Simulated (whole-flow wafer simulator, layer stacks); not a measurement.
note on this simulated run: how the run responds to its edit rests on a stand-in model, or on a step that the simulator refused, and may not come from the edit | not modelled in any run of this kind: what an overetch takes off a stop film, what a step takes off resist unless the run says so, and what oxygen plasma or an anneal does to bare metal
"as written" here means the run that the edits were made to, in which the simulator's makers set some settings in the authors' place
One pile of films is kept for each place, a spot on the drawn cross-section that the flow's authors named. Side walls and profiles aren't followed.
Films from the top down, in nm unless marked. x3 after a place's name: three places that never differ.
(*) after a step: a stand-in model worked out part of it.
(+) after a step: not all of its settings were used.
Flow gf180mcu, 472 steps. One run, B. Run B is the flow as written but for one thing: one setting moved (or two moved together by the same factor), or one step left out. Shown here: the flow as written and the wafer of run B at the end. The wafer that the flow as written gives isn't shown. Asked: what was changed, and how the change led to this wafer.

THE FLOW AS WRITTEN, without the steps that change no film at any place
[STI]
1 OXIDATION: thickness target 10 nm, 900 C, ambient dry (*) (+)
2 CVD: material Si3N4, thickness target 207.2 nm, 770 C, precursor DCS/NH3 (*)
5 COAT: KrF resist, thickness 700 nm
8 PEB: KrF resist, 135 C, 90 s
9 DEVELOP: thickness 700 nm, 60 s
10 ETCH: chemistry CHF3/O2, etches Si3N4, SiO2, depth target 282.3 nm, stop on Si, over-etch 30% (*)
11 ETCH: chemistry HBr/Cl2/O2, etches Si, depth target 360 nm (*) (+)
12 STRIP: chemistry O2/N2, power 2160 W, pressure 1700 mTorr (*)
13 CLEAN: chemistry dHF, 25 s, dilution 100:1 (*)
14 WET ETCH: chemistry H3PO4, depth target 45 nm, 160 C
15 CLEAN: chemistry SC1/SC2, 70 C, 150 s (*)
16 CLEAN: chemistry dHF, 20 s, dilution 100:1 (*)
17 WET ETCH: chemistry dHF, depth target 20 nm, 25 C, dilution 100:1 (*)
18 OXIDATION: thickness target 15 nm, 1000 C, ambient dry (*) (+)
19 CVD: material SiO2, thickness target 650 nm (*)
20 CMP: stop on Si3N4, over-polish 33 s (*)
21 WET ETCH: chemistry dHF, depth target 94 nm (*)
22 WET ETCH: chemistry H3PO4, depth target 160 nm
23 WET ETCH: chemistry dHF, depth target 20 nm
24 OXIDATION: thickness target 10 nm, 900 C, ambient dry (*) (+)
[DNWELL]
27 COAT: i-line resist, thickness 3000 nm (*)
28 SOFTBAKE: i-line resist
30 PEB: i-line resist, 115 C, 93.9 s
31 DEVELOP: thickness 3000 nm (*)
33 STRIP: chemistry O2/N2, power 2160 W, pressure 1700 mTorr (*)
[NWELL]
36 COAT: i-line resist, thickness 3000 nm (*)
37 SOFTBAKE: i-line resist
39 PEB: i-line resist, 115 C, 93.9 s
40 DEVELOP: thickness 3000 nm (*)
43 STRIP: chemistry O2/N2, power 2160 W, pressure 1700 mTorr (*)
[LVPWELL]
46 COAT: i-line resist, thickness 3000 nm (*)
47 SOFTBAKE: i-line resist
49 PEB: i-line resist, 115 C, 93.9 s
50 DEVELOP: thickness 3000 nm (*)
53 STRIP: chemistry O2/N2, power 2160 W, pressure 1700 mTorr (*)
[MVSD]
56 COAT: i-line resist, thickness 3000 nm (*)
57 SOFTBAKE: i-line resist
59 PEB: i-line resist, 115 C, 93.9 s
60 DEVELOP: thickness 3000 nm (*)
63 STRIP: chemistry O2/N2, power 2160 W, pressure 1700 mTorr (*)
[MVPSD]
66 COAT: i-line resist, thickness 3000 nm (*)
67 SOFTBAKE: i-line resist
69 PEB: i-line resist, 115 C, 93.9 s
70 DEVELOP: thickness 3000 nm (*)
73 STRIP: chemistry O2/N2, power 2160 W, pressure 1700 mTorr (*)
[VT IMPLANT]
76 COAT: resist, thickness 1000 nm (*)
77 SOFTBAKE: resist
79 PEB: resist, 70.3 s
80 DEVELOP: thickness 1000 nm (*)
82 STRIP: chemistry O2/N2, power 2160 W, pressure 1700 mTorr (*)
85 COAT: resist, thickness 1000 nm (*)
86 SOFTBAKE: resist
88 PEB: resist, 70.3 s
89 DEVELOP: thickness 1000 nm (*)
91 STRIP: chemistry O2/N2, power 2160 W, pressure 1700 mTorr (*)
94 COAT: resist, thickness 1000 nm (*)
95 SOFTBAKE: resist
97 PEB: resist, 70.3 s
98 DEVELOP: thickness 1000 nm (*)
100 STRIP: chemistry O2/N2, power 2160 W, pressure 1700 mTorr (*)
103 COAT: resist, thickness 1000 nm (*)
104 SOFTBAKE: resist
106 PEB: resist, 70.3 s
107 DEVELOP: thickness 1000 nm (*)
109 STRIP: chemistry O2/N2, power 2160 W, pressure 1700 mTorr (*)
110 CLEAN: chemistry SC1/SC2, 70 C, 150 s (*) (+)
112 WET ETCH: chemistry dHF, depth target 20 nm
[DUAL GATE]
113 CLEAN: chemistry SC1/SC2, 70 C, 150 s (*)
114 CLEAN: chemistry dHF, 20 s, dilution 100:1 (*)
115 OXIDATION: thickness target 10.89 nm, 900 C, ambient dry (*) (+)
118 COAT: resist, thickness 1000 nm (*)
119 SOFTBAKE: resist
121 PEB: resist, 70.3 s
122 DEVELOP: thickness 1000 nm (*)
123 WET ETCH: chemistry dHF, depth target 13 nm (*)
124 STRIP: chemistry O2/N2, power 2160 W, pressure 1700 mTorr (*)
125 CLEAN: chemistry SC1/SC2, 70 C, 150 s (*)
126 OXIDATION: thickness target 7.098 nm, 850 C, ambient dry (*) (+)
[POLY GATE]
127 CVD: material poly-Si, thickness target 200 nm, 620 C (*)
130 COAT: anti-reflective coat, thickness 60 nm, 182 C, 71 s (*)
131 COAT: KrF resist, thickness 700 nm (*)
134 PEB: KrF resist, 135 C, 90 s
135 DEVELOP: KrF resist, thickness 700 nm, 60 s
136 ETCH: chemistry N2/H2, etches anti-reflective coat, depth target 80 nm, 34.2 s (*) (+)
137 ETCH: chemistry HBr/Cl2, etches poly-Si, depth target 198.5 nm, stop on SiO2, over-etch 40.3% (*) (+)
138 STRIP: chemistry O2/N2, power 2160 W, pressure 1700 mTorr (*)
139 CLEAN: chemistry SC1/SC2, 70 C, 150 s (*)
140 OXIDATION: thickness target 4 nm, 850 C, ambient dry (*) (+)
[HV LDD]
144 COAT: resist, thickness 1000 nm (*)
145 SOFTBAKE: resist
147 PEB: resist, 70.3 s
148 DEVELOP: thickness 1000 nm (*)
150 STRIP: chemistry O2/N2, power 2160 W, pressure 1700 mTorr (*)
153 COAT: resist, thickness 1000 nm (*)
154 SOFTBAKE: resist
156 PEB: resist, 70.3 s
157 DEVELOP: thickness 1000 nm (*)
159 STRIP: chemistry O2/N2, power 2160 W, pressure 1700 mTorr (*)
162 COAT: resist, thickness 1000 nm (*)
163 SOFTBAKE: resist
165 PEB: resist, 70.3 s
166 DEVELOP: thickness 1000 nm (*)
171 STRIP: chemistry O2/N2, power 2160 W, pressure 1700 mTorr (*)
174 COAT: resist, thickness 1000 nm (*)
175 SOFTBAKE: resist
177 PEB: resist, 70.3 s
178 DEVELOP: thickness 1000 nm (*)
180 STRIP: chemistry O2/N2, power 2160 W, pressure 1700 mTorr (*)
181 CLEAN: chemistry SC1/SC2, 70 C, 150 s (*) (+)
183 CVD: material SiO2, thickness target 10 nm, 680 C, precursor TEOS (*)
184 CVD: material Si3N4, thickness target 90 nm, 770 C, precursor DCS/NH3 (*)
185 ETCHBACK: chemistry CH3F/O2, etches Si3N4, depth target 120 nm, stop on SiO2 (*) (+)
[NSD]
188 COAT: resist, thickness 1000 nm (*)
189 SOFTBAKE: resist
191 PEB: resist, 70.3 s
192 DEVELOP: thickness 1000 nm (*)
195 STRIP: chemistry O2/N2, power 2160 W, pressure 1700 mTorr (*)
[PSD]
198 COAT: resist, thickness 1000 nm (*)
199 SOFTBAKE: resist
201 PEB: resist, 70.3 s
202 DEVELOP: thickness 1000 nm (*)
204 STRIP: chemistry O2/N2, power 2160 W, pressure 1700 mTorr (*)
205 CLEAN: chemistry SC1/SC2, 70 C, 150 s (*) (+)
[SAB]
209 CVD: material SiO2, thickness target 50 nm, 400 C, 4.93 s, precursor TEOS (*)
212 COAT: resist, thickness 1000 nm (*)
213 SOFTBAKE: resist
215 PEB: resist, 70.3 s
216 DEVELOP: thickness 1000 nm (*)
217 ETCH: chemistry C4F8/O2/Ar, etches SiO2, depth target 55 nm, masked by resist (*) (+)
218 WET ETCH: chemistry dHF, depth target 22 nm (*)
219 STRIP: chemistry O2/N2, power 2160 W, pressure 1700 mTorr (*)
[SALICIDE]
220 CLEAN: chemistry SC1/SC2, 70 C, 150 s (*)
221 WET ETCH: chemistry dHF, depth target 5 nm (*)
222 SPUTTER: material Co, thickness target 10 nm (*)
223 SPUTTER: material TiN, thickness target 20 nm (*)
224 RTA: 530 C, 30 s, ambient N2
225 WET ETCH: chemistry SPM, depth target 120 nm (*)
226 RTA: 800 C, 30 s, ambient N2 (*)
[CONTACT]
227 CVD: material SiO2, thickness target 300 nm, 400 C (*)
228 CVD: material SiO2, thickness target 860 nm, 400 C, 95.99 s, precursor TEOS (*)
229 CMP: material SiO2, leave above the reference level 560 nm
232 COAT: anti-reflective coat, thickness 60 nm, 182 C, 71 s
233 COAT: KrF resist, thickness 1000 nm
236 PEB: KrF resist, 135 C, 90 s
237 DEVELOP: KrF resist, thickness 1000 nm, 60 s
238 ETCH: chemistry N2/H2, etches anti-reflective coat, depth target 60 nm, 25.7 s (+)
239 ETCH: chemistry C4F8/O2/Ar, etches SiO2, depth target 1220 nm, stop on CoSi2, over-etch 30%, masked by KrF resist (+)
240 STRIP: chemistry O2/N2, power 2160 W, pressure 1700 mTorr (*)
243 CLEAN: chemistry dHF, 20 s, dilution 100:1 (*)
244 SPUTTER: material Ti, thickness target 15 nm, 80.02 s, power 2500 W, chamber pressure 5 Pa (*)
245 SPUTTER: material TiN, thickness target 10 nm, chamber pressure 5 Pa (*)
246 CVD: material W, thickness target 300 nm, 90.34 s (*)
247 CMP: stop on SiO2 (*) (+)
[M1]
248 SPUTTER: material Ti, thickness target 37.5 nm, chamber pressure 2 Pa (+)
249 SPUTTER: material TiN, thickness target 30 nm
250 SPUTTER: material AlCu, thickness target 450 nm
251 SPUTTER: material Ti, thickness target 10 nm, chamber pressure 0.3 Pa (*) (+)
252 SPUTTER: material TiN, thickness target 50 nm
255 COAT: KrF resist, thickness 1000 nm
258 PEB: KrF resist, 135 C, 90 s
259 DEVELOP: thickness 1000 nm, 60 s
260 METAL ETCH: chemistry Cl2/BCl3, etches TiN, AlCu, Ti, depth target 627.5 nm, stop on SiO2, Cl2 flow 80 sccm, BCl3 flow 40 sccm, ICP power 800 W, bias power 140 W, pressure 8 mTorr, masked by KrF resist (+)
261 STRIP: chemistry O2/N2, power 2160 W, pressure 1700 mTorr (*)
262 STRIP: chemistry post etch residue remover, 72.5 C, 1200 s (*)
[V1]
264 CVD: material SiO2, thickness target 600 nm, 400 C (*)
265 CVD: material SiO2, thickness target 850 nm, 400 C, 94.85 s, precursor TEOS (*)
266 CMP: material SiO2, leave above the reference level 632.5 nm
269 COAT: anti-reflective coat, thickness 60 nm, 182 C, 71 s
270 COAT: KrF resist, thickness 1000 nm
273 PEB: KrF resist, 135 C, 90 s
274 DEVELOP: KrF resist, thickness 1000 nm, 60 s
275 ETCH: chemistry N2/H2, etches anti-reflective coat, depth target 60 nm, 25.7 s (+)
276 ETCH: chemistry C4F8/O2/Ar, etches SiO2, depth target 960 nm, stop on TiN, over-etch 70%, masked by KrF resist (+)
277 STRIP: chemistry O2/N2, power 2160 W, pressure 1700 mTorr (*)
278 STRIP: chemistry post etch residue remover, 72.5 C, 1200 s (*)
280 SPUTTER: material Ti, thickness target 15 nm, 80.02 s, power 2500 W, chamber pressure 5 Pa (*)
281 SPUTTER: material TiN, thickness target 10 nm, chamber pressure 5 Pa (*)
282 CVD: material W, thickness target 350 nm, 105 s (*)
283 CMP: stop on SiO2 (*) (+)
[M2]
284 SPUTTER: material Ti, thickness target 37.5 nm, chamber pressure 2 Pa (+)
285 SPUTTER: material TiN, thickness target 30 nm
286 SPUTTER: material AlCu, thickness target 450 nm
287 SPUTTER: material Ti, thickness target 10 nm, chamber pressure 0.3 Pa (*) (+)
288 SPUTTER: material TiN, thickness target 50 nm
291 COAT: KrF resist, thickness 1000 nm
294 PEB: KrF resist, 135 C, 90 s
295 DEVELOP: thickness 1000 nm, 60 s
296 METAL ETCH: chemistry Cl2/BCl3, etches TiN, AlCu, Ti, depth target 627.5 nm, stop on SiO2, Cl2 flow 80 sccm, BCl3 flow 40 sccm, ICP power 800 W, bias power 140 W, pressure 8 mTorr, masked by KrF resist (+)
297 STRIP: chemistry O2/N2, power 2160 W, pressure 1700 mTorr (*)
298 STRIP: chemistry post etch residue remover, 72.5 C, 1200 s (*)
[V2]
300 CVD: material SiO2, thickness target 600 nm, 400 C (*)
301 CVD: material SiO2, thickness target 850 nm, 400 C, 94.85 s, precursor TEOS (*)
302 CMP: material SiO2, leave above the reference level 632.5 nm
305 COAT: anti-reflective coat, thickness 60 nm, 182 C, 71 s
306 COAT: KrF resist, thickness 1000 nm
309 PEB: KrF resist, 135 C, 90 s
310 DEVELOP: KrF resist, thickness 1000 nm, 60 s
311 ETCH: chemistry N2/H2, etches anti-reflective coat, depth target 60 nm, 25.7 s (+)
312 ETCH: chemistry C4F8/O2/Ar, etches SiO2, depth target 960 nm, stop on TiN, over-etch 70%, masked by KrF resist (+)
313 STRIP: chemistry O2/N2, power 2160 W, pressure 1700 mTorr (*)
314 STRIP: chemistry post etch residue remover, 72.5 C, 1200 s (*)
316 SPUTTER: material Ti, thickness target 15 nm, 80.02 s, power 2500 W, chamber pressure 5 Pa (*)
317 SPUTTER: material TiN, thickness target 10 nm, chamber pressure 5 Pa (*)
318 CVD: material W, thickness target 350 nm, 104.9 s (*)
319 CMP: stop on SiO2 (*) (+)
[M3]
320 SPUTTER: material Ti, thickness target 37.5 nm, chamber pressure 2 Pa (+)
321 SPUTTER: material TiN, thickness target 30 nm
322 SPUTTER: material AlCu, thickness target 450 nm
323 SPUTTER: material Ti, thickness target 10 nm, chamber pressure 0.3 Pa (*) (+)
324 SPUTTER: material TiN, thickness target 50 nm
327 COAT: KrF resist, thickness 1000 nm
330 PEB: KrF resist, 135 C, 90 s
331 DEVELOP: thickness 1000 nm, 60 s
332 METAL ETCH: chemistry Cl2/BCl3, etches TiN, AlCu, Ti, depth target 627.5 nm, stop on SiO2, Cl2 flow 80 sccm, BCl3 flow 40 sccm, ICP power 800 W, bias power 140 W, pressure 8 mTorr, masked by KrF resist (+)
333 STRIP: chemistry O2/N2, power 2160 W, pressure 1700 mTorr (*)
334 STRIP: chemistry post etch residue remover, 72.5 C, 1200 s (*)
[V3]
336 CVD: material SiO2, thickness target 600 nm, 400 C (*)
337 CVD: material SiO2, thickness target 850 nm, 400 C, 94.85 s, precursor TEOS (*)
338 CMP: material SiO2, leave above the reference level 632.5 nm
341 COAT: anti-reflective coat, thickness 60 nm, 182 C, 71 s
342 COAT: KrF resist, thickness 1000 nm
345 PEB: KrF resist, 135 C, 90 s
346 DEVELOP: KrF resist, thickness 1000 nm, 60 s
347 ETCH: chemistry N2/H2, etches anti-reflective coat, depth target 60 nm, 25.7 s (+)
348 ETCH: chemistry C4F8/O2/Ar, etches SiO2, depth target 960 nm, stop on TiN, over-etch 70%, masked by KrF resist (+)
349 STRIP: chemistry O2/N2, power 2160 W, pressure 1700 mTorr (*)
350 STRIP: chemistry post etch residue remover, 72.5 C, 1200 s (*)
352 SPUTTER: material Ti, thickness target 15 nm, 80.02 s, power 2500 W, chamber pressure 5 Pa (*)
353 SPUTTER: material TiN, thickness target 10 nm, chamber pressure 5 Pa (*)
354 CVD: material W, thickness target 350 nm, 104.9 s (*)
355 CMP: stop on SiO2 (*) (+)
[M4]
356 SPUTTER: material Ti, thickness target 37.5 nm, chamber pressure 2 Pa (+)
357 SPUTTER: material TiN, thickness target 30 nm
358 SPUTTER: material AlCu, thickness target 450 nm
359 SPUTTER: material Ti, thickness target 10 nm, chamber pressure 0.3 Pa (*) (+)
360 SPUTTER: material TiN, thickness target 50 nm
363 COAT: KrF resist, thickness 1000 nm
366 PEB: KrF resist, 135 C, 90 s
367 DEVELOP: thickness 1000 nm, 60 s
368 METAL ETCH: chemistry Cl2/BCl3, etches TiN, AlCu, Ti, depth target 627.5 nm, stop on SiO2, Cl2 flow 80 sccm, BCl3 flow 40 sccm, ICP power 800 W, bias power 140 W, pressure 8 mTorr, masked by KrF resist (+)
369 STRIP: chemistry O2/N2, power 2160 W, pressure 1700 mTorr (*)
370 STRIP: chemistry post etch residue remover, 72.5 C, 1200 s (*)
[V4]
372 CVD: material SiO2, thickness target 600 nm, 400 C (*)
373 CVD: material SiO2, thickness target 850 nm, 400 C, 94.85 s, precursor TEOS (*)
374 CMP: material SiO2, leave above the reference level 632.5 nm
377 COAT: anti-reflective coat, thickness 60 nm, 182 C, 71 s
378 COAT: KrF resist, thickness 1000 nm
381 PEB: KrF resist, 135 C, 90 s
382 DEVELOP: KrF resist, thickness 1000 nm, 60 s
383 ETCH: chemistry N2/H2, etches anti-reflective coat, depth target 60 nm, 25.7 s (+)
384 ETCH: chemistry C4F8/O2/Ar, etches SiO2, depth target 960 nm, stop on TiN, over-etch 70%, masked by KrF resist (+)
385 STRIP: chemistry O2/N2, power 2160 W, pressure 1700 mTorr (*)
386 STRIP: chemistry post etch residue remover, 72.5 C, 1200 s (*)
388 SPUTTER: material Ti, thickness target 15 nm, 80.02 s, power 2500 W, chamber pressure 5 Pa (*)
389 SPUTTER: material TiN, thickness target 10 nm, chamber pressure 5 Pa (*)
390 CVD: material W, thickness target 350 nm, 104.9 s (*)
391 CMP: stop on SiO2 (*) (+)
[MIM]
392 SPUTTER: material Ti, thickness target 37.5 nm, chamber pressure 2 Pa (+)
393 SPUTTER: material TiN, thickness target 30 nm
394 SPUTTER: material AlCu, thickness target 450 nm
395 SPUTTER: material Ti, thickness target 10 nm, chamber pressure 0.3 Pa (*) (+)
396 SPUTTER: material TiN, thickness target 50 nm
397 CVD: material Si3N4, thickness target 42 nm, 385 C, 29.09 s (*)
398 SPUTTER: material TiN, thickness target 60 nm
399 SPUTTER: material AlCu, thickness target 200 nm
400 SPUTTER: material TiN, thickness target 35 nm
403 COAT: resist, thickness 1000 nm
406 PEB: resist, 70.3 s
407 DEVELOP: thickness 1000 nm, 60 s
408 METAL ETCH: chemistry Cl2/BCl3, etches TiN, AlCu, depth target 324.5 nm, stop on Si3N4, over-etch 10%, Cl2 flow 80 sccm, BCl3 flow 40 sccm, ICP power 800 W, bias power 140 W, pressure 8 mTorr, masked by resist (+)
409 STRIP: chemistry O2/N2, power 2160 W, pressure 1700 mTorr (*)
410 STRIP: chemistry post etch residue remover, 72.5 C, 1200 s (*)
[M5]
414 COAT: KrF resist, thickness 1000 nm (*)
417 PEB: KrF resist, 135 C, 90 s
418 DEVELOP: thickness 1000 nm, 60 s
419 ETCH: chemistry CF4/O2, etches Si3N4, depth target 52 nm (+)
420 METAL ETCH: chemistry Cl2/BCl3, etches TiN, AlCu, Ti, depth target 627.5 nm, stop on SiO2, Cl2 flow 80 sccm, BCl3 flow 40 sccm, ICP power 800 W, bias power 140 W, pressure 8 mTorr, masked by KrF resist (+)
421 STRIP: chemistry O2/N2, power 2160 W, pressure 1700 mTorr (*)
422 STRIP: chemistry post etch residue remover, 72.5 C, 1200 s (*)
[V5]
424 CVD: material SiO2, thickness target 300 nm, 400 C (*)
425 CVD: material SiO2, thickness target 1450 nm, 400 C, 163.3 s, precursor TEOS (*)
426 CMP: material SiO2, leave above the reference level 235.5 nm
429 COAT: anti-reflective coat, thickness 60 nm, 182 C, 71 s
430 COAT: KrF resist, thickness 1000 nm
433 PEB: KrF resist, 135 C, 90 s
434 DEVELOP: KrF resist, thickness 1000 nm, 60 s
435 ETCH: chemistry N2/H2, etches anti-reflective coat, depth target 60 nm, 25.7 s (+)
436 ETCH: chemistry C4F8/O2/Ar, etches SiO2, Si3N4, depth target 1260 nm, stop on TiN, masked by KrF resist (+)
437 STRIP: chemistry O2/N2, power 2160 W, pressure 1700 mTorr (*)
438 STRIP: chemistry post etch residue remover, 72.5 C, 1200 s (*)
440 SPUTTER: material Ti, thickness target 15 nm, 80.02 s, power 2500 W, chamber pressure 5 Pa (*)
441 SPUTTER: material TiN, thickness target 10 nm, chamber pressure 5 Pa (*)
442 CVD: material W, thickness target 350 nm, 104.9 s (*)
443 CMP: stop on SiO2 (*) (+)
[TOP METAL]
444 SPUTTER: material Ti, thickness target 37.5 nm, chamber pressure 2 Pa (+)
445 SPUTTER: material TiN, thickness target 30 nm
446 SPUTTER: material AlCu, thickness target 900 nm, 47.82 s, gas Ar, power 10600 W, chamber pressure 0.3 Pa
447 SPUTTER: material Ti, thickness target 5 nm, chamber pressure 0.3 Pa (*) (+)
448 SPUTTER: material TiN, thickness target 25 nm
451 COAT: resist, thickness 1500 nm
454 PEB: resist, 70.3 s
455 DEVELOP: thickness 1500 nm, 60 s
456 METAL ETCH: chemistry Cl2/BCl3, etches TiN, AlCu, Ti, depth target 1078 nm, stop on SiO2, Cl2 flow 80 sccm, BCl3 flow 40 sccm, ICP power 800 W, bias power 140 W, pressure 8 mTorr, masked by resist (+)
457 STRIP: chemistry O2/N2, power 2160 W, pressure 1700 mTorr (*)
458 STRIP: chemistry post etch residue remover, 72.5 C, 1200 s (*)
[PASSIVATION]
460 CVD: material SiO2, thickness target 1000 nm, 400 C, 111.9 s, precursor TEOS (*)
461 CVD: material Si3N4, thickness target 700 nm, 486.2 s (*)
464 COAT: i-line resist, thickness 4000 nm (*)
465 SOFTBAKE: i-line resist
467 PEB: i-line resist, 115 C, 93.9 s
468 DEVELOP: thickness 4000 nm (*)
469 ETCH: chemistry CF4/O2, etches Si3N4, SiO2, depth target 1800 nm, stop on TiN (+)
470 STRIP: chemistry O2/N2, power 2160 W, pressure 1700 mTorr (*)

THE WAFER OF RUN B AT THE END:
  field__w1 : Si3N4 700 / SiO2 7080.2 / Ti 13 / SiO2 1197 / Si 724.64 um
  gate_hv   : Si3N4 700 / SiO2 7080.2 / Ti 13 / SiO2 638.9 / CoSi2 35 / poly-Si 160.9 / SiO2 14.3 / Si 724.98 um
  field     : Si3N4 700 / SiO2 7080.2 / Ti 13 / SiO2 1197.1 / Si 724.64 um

The cause: step 250, SPUTTER: thickness target 513 nm was run, where the flow has thickness target 450 nm.

How the change led to this, step by step:
  250 SPUTTER: material AlCu, thickness target 450 nm
      field, field__w1, field__w2 and 108 more: AlCu +513 (new film) (as written it would be: AlCu +450 (new film))
  260 METAL ETCH: chemistry Cl2/BCl3, etches TiN, AlCu, Ti, depth target 627.5 nm, stop on SiO2, Cl2 flow 80 sccm, BCl3 flow 40 sccm, ICP power 800 W, bias power 140 W, pressure 8 mTorr, masked by KrF resist (+)
      field, field__w1, field__w2 and 99 more: TiN -50 (all of it), Ti -10 (all of it), AlCu -513 (all of it), TiN -30 (all of it), Ti -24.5 (as written it would be: TiN -50 (all of it), Ti -10 (all of it), AlCu -450 (all of it), TiN -30 (all of it), Ti -37.5 (all of it))
  264 CVD: material SiO2, thickness target 600 nm, 400 C (*)
      field, field__w1, field__w2 and 99 more: SiO2 +600 (new film) (as written it would be: SiO2 +600)
  266 CMP: material SiO2, leave above the reference level 632.5 nm
      field, field__w1, field__w2 and 99 more: SiO2 -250 (as written it would be: SiO2 -300)
Counting metal films that touch as one body, field__w1 has 1 body; the flow as written gives 0 bodies.
Counting metal films that touch as one body, gate_hv has 2 bodies (between them, from the top down: SiO2 638.9); the flow as written gives 1 body.
Counting metal films that touch as one body, field has 1 body; the flow as written gives 0 bodies.
